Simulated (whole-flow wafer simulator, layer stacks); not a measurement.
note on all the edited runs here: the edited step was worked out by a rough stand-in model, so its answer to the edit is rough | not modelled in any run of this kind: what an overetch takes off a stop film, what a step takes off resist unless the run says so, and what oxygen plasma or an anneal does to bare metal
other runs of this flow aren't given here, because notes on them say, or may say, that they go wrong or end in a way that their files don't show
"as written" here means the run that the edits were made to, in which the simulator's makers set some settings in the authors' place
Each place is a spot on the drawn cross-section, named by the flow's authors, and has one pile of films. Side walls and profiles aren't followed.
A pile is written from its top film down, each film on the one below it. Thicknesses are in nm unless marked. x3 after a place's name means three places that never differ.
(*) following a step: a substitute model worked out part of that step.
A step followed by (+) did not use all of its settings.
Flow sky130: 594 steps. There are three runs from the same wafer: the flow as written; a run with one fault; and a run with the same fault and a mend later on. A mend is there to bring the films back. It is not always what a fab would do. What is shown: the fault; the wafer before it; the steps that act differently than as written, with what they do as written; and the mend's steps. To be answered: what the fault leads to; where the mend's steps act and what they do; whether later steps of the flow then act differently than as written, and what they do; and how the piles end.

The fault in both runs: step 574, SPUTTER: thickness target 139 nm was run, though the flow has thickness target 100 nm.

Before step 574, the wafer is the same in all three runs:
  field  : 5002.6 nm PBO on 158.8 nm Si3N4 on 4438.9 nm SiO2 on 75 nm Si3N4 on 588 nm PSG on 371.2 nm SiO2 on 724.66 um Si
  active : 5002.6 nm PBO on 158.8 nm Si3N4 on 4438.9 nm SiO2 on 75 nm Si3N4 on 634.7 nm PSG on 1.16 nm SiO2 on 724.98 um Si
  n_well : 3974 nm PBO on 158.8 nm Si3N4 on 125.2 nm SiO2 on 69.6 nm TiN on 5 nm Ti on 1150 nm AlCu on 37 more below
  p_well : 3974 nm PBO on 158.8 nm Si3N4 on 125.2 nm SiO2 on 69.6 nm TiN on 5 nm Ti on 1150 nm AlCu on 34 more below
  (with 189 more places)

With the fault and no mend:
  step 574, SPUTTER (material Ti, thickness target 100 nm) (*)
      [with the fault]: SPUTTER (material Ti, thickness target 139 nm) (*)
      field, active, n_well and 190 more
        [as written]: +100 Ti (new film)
        [with the fault]: +139 Ti (new film)
  Steps later in the flow that act otherwise than as written (not shown: 7 more steps that differ only slightly, by at most 2% or 0.5 nm, whichever is larger):
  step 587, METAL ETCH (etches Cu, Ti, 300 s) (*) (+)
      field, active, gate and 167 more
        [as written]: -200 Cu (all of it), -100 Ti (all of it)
        [with the fault]: -200 Cu (all of it), -139 Ti (all of it)
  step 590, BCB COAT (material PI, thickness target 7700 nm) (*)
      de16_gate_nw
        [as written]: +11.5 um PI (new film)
        [with the fault]: +11.54 um PI (new film)
  By the end, the piles at n_well, p_well, sd_n and 20 more depart from the flow's by more than 2% or 0.5 nm, whichever is larger.
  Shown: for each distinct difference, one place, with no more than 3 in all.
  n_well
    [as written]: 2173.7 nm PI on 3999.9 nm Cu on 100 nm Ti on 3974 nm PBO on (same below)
    [with the fault]: 2148.3 nm PI on 3999.9 nm Cu on 139 nm Ti on 3974 nm PBO on (same below)
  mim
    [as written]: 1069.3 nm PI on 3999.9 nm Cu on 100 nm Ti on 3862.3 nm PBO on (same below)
    [with the fault]: 1032.8 nm PI on 3999.9 nm Cu on 139 nm Ti on 3862.3 nm PBO on (same below)
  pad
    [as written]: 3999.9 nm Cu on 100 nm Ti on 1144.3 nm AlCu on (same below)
    [with the fault]: 3999.9 nm Cu on 139 nm Ti on 1144.3 nm AlCu on (same below)

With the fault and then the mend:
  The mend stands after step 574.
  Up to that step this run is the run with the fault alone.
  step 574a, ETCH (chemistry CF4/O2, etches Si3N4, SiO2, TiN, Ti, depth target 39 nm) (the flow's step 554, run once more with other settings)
      field, active, n_well and 190 more
        -39 Ti
  None of the later steps of the flow differs from how it acts as written, at any place that is followed, by more than 2% or 0.5 nm, whichever is larger.
  The piles end the same as the flow's at every place that both follow.
